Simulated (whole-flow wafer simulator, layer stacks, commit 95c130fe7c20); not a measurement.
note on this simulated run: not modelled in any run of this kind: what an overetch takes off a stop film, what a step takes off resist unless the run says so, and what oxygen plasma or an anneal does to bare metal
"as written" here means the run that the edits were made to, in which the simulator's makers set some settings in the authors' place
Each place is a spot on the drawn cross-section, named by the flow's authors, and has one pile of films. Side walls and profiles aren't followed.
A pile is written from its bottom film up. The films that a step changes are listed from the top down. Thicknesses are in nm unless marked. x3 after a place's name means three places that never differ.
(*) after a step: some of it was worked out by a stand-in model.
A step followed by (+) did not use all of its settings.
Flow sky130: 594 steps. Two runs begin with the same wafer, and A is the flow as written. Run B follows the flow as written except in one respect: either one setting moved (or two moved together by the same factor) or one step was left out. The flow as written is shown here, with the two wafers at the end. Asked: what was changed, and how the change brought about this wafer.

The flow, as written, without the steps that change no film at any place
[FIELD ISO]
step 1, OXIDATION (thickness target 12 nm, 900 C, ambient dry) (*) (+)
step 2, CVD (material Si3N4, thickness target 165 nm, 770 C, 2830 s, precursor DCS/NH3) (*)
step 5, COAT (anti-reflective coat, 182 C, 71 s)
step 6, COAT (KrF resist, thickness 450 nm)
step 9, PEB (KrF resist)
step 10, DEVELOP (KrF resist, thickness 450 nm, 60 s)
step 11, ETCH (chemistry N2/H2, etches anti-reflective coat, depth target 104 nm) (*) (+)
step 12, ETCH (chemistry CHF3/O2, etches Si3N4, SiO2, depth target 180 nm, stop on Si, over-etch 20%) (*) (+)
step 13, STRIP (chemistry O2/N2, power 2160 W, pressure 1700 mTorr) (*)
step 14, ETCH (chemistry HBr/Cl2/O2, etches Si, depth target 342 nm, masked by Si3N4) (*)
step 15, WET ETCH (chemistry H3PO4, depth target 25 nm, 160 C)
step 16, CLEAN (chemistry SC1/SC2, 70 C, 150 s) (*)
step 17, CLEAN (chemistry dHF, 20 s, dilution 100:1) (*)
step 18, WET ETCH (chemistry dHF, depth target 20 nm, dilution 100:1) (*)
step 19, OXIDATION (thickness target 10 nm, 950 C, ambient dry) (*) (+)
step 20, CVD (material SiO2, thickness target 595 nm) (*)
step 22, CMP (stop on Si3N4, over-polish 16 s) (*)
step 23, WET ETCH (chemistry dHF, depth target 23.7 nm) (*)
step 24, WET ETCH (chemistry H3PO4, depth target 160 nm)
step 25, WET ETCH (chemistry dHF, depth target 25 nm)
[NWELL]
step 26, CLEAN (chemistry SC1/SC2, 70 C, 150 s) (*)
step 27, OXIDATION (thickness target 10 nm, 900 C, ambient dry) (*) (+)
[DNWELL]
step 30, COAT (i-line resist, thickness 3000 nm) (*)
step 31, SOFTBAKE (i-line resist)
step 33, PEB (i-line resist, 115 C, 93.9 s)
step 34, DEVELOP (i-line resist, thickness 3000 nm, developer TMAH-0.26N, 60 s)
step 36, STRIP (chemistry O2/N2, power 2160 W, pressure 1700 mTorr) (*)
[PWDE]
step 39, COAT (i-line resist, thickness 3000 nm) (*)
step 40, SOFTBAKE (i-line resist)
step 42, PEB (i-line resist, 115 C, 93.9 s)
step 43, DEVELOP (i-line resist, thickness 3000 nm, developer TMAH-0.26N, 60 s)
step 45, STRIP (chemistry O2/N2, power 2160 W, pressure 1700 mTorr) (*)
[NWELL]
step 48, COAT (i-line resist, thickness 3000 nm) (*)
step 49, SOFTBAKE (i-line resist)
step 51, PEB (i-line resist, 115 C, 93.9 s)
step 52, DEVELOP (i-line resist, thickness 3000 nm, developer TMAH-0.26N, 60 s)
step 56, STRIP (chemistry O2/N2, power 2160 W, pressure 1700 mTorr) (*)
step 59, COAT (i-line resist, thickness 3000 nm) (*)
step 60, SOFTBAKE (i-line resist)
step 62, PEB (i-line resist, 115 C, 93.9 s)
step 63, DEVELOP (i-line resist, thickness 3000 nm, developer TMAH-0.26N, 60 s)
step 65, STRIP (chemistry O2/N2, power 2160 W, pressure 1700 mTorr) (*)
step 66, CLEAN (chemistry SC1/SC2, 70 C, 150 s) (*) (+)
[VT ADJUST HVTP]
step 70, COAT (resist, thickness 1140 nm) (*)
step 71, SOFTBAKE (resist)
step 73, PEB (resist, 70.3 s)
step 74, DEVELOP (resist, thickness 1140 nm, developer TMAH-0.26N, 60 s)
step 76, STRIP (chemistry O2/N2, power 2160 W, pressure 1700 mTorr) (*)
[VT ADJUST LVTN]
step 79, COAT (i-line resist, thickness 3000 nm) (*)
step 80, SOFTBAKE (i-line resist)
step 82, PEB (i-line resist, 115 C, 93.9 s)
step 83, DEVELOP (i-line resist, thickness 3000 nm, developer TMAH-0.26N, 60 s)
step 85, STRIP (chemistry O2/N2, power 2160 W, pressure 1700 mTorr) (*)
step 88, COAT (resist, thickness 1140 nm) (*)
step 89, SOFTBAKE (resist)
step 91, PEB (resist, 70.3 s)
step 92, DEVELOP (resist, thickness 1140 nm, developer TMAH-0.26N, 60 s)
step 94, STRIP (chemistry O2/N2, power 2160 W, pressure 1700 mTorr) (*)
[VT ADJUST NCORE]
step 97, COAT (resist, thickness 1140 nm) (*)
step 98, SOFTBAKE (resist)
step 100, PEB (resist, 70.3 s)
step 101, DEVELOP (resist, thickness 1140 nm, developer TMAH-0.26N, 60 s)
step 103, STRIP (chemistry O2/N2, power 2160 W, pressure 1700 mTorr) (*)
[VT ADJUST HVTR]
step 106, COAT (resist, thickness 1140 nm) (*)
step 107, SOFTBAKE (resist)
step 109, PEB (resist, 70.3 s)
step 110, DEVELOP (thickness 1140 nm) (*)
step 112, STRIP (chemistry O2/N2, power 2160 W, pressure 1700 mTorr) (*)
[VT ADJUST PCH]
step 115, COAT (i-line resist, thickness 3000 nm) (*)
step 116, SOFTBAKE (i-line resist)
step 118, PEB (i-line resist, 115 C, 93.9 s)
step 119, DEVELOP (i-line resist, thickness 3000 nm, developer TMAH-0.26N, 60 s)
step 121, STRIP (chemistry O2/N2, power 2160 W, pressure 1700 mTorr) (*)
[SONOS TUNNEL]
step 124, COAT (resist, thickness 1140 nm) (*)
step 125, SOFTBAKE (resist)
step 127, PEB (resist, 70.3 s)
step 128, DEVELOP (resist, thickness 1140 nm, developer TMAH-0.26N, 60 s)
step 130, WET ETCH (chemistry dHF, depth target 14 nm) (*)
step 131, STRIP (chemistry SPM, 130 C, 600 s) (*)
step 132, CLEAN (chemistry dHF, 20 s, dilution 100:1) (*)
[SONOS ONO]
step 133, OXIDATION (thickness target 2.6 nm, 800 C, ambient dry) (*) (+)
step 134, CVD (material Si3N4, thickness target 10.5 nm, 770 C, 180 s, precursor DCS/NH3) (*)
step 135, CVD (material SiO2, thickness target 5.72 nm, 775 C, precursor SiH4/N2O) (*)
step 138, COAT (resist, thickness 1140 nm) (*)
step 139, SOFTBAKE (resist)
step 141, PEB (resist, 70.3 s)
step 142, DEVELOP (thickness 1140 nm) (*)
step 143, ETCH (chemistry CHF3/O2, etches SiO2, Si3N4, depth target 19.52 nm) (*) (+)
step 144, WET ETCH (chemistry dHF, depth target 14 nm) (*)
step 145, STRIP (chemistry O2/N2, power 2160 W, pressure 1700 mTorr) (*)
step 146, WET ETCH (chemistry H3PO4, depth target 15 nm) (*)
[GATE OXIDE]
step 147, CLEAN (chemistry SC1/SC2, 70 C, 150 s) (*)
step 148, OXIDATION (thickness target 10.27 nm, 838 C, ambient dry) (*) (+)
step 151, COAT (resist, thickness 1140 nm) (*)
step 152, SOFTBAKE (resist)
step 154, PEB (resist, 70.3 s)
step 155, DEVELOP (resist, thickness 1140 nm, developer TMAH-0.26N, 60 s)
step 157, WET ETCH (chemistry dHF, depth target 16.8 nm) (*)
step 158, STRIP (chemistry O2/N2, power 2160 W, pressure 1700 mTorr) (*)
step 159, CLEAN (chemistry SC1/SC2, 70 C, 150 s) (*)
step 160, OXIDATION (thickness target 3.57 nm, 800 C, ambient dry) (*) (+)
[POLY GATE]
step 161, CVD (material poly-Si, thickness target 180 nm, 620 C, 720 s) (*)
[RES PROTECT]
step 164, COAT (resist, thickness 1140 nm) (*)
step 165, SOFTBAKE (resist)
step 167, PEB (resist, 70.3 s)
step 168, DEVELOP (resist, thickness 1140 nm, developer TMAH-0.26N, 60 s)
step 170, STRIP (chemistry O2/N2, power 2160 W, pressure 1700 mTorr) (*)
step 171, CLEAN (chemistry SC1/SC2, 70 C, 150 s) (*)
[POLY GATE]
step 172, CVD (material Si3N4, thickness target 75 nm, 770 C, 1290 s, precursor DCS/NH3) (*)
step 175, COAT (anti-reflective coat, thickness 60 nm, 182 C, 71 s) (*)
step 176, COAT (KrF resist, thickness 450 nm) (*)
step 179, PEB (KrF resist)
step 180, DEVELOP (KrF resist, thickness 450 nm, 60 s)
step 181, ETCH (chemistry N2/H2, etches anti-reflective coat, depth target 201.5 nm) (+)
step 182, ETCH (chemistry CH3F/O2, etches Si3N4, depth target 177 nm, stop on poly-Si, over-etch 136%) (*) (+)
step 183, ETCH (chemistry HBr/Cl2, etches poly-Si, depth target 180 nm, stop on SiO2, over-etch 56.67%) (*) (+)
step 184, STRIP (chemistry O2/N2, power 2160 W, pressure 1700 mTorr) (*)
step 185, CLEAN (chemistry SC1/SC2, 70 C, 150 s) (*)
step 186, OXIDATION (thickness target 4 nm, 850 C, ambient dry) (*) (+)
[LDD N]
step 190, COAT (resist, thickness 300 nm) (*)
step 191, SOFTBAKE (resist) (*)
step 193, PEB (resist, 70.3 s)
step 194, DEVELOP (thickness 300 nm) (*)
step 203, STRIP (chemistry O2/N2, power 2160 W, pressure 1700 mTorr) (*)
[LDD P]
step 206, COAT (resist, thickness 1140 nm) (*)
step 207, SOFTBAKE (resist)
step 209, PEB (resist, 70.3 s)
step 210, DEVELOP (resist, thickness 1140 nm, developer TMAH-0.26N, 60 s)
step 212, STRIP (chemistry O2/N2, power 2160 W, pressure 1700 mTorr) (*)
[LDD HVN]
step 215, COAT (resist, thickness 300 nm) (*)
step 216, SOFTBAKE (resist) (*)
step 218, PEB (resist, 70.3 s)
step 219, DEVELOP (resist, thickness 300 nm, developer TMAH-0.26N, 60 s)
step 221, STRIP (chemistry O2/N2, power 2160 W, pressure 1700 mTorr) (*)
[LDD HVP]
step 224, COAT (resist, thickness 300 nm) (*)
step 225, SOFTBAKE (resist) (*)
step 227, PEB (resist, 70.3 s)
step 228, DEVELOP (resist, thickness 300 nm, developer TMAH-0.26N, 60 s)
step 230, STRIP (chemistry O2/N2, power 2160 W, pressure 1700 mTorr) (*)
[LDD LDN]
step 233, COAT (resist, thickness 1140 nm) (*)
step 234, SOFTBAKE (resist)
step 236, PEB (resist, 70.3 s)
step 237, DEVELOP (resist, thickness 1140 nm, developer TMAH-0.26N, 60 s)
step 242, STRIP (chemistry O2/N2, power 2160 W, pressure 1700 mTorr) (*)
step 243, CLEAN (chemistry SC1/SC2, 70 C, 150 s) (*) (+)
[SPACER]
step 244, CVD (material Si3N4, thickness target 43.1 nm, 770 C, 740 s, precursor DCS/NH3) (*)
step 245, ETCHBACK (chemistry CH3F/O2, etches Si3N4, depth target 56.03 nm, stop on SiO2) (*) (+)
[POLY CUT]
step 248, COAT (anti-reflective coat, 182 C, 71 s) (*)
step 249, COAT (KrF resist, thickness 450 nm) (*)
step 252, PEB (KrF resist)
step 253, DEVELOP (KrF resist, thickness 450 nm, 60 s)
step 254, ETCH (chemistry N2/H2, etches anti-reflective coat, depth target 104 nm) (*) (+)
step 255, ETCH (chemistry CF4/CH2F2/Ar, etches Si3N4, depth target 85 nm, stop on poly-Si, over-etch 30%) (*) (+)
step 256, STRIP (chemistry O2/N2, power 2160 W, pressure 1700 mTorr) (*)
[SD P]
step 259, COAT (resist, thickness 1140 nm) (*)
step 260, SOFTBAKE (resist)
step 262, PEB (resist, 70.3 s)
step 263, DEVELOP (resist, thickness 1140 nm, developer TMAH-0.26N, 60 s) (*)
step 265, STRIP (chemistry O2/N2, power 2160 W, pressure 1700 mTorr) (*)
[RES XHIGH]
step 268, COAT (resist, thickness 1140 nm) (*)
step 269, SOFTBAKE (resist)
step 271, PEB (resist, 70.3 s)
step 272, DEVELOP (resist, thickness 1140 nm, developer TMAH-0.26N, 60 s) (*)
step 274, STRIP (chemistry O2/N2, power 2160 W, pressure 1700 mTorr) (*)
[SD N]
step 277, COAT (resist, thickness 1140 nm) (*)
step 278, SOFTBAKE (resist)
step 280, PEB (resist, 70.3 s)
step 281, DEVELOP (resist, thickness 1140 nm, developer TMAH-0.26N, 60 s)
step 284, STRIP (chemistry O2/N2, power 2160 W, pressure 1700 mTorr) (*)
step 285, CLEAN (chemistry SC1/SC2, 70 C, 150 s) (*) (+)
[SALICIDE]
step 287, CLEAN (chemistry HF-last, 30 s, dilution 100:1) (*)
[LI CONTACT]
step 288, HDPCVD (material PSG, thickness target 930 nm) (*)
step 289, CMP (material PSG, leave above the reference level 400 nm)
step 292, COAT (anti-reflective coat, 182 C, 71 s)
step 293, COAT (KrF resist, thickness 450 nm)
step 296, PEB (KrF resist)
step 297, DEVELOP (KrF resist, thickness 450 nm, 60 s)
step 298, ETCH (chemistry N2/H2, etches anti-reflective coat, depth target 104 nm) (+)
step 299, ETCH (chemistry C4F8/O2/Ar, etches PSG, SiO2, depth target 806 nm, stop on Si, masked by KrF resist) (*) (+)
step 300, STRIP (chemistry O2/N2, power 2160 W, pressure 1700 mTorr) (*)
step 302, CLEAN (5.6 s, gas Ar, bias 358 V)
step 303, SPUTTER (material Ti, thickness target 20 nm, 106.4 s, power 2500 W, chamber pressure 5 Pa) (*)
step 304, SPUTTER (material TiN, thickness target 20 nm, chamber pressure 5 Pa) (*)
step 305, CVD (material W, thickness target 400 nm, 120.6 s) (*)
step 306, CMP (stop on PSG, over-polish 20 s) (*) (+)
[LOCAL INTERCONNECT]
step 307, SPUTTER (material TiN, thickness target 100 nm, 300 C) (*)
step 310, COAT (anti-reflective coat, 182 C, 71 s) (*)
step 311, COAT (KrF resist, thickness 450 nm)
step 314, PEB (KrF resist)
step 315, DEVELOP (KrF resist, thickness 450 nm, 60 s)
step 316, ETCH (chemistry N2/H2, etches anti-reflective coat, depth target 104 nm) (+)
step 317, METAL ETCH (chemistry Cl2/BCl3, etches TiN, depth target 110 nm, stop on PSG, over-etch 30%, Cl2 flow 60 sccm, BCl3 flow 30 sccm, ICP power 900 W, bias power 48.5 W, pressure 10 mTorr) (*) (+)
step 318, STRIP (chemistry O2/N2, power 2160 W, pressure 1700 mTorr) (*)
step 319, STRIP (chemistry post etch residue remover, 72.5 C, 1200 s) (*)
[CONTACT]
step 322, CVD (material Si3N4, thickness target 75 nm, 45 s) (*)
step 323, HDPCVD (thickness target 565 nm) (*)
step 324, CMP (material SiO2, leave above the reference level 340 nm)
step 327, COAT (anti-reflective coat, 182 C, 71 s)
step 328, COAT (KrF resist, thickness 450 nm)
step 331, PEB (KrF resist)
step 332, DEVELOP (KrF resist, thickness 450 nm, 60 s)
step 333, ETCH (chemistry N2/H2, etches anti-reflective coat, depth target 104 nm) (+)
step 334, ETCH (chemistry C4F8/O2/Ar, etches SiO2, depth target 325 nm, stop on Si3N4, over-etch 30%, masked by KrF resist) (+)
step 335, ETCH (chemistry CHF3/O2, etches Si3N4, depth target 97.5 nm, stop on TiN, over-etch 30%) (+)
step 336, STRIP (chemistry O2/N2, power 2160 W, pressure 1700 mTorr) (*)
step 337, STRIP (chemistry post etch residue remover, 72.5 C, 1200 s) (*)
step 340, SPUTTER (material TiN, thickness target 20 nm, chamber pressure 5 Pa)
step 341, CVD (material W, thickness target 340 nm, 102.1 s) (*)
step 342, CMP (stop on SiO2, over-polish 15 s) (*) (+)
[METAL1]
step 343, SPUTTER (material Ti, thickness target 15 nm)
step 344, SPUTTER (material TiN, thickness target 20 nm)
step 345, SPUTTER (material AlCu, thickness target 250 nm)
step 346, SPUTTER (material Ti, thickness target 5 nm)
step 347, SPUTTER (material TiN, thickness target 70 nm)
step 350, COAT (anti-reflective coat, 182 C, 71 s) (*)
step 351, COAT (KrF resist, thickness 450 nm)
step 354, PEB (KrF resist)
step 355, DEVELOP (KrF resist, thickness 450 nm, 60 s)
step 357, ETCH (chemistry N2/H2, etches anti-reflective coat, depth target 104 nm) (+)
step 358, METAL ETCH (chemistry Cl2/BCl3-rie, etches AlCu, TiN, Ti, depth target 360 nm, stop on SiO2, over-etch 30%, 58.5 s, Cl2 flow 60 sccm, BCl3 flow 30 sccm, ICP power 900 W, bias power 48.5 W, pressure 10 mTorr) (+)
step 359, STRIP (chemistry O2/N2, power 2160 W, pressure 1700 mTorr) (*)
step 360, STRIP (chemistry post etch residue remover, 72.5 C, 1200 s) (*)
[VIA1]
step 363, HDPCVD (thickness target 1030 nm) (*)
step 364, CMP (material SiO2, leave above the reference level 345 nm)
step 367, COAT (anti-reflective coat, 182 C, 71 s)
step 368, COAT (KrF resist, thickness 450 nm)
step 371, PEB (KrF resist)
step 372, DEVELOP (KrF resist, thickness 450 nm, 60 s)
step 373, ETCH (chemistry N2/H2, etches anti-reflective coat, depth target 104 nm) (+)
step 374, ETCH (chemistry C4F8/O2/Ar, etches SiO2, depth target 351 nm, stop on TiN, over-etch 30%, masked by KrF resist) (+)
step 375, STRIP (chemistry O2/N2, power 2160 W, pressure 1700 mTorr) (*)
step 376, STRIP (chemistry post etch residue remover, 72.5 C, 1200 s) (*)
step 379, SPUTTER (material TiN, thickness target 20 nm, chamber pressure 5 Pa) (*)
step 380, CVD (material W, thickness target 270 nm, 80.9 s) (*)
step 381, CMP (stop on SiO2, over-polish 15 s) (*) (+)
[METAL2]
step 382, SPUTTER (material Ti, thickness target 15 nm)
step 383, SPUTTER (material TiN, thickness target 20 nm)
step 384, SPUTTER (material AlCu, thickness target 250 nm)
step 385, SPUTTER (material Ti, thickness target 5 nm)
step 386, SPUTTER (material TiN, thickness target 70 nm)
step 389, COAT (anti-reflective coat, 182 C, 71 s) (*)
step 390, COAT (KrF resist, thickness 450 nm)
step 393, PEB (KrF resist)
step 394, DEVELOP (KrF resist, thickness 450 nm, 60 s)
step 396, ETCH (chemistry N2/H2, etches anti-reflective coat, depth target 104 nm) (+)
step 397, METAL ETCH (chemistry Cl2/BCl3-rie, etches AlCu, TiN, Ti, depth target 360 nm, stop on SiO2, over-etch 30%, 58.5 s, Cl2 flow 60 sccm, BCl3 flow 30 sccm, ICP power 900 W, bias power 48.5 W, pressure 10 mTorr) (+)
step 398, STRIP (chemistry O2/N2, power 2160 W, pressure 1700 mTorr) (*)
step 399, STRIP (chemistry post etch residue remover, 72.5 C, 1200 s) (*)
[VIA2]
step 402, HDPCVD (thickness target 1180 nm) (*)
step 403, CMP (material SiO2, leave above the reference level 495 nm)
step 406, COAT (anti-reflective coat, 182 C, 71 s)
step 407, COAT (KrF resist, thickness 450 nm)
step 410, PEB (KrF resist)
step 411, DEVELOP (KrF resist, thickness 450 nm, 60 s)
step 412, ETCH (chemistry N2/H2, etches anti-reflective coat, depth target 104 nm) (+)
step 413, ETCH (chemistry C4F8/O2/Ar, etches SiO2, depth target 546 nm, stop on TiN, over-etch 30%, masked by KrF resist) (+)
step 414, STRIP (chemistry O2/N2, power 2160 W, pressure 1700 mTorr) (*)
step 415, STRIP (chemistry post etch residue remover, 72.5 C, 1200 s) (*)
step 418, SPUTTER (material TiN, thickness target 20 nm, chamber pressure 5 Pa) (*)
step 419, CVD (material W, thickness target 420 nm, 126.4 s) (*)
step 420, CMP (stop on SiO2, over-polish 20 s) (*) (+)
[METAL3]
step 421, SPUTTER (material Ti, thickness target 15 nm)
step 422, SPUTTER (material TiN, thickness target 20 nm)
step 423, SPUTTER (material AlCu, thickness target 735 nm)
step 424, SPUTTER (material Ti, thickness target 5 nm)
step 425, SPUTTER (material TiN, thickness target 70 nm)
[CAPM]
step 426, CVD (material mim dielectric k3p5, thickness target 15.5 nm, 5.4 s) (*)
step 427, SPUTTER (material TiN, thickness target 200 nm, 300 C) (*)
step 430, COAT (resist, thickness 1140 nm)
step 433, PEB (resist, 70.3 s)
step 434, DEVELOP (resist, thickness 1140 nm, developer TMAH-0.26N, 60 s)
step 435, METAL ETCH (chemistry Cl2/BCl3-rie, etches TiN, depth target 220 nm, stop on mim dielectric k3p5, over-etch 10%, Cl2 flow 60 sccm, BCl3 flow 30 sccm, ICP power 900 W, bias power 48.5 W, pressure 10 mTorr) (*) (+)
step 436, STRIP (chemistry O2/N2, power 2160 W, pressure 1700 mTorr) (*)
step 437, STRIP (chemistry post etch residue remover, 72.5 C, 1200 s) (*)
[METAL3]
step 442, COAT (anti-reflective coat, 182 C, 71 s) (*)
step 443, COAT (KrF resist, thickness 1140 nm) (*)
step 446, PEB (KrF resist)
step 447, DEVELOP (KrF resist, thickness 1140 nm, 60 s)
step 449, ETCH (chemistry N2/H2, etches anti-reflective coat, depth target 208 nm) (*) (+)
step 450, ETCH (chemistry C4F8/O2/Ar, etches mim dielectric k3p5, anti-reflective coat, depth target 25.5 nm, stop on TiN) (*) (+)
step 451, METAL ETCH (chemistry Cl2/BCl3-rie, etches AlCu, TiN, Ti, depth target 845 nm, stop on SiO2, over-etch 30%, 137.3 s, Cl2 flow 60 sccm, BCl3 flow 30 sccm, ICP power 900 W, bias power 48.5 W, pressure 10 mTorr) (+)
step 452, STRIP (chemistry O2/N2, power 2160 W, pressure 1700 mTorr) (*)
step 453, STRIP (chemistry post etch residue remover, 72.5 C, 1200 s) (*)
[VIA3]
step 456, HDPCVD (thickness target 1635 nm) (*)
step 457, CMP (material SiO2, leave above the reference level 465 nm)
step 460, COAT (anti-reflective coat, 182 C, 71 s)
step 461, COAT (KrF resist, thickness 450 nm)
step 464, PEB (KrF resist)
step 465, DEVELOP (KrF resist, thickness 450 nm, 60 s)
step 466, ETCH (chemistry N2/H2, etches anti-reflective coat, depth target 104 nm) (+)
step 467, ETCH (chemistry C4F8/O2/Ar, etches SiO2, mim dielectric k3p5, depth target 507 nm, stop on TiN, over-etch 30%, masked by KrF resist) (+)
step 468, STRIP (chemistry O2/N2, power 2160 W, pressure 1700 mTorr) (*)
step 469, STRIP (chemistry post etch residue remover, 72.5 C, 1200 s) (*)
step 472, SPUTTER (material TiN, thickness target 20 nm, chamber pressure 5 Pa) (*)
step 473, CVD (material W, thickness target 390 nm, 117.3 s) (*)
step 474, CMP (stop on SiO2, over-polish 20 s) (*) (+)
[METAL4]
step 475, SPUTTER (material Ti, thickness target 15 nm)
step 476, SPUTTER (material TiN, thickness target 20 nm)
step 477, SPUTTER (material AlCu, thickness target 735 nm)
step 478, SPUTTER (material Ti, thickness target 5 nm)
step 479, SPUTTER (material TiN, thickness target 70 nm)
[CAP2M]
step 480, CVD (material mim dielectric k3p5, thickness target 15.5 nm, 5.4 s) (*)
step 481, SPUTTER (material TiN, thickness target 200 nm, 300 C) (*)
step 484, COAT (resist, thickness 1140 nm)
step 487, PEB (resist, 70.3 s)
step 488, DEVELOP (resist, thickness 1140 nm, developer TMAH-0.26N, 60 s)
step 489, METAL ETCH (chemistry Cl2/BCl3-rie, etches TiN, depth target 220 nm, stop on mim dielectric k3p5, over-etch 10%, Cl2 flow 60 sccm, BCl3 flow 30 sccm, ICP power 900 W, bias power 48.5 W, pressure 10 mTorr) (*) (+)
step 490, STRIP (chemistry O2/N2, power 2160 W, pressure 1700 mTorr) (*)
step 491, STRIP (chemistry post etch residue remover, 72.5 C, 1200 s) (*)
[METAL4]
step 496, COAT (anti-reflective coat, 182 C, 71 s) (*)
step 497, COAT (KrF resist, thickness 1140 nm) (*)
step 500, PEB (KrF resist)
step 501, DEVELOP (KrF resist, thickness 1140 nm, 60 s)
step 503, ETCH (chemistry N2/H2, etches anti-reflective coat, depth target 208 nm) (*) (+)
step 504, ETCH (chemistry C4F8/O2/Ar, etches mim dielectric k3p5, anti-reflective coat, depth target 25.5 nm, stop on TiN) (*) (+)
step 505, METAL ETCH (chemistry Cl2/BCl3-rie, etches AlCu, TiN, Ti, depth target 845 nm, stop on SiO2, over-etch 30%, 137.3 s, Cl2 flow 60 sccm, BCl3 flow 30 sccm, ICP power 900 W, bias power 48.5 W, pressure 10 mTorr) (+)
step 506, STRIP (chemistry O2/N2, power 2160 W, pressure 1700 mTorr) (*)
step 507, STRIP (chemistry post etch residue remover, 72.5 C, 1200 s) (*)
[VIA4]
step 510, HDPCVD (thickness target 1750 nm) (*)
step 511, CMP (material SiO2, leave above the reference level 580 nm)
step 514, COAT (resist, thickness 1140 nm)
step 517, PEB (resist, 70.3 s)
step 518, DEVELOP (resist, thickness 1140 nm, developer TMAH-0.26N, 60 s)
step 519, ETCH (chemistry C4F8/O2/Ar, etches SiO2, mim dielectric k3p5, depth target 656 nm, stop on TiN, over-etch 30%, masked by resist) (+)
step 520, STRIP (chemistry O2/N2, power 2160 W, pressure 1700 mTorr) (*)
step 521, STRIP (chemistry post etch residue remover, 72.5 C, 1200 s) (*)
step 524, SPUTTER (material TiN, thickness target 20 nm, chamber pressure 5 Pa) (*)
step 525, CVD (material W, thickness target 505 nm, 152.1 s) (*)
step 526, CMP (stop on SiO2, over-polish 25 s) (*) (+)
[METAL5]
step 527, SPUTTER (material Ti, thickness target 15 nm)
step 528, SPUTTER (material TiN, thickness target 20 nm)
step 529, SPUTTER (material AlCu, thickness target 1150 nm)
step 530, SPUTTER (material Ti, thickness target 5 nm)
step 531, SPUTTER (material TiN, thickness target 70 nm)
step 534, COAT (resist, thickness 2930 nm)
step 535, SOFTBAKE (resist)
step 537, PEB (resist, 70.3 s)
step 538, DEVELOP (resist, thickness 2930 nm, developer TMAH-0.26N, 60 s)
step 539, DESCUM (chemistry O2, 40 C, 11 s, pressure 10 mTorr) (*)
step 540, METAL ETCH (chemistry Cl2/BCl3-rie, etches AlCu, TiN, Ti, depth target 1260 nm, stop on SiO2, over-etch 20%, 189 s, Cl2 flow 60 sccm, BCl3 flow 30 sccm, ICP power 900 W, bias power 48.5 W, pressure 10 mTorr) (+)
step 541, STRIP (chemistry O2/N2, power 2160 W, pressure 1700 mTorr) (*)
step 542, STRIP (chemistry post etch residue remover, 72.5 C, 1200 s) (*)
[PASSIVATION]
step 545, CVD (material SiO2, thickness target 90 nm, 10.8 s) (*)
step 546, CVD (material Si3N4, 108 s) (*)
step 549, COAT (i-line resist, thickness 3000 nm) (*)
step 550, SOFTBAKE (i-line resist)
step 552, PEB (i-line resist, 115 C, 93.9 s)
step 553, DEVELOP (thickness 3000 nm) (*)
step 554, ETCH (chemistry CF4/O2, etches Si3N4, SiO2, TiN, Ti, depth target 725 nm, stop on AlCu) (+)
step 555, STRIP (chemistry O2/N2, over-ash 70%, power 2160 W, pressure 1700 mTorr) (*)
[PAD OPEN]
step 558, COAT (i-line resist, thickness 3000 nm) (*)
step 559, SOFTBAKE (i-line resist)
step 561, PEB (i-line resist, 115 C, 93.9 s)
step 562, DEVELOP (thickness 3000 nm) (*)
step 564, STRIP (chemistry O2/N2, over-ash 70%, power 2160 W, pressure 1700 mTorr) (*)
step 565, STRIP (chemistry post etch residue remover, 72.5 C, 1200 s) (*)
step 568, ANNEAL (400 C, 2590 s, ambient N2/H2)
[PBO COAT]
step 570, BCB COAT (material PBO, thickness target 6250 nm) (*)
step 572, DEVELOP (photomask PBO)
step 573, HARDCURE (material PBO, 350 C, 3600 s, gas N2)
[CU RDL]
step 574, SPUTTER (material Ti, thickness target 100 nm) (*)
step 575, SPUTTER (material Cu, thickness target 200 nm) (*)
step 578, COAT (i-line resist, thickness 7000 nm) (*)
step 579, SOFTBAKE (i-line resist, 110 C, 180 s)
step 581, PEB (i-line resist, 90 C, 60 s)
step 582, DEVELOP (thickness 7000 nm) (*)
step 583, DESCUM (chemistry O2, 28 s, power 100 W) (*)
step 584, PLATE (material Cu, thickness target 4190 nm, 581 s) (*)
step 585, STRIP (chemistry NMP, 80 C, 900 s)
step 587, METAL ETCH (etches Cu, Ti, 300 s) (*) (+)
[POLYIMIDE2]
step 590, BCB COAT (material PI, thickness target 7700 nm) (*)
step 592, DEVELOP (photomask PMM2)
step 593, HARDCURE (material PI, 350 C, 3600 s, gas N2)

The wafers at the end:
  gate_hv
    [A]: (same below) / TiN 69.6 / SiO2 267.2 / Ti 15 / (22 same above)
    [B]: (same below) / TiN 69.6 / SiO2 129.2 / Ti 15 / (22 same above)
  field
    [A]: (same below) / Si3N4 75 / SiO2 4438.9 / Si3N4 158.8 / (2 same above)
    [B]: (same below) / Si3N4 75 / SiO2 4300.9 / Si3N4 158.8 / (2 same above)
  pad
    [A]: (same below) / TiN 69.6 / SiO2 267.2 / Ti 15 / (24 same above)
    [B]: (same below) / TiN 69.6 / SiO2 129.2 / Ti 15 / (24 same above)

What caused this: step 364, CMP: leave above the reference level 207 nm was run, whereas the flow has leave above the reference level 345 nm.

How this came from the change, step by step:
  step 364, CMP (material SiO2, leave above the reference level 345 nm)
      n_well, p_well, gate_hv and 100 more: A -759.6 SiO2 | B -897.6 SiO2
      field, active, gate and 81 more: A -389.1 SiO2 | B -527.1 SiO2
      (as well as at 4 more places)
  step 374, ETCH (chemistry C4F8/O2/Ar, etches SiO2, depth target 351 nm, stop on TiN, over-etch 30%, masked by KrF resist) (+)
      field, active, n_well and 186 more: A -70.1 KrF resist | B -34.3 KrF resist
      m1, via1_hole: A -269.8 SiO2 (all of it) | B -131.8 SiO2 (all of it)
  step 375, STRIP (chemistry O2/N2, power 2160 W, pressure 1700 mTorr) (*)
      field, active, n_well and 186 more: A -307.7 KrF resist (all of it), -80 anti-reflective coat (all of it) | B -343.6 KrF resist (all of it), -80 anti-reflective coat (all of it)
  step 379, SPUTTER (material TiN, thickness target 20 nm, chamber pressure 5 Pa) (*)
      m1: A +11 TiN | B +14 TiN
      via1_hole: A +10.9 TiN | B +14 TiN
  step 380, CVD (material W, thickness target 270 nm, 80.9 s) (*)
      m1, via1_hole: A +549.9 W (new film) | B +408.8 W (new film)
